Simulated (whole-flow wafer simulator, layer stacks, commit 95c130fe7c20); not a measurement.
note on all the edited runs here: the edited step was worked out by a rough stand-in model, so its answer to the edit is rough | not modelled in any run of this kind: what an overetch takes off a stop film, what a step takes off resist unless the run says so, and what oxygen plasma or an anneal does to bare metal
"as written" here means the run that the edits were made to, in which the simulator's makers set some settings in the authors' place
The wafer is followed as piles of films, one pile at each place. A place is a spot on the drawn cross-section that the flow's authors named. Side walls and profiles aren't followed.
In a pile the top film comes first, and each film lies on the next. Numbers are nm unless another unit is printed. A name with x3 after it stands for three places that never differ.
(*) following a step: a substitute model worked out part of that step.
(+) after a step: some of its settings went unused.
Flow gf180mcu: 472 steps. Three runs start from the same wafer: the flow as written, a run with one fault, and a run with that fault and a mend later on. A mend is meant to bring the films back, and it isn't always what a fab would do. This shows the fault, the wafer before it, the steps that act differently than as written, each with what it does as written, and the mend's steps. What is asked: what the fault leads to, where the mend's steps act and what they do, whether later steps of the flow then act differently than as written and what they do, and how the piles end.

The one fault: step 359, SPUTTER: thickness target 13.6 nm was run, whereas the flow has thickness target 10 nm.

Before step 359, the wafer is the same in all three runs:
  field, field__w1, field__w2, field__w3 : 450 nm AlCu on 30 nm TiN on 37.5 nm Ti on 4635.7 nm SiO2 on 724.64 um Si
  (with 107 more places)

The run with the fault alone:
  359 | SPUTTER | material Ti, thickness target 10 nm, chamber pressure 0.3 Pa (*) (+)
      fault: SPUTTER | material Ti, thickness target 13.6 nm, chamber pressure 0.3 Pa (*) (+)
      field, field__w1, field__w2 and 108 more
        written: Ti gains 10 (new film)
        fault: Ti gains 13.6 (new film)
  Steps further on in the flow that do not act as written (5 more steps, not shown, differ only slightly: by at most 2% or 0.5 nm, whichever is larger):
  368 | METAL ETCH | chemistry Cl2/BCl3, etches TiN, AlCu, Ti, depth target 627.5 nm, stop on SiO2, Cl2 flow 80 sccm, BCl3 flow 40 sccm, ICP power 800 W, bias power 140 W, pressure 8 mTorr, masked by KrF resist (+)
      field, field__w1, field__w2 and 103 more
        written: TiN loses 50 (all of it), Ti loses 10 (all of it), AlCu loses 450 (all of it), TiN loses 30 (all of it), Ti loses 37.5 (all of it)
        fault: TiN loses 50 (all of it), Ti loses 13.6 (all of it), AlCu loses 450 (all of it), TiN loses 30 (all of it), Ti loses 37.5 (all of it)
  At field__w8, contact, m1, m1__w1, m1_nw, the piles at the end differ from the flow's by more than 2% or 0.5 nm, whichever is larger.
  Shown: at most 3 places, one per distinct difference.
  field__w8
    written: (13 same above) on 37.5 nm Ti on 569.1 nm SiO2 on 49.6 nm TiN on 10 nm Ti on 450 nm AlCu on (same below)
    fault: (13 same above) on 37.5 nm Ti on 565.5 nm SiO2 on 49.6 nm TiN on 13.6 nm Ti on 450 nm AlCu on (same below)
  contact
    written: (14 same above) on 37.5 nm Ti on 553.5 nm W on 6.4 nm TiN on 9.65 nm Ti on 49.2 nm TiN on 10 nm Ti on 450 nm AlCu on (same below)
    fault: (14 same above) on 37.5 nm Ti on 549.9 nm W on 6.42 nm TiN on 9.67 nm Ti on 49.2 nm TiN on 13.6 nm Ti on 450 nm AlCu on (same below)

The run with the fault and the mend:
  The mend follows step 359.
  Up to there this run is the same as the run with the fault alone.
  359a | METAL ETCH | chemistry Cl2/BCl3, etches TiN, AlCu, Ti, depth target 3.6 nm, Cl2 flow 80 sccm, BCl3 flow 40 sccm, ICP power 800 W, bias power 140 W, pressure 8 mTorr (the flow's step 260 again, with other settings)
      field, field__w1, field__w2 and 108 more
        Ti loses 3.6
  Later steps of the flow that are run all act as written at every place that is followed.
  At every place that both follow, the piles at the end match the flow's.
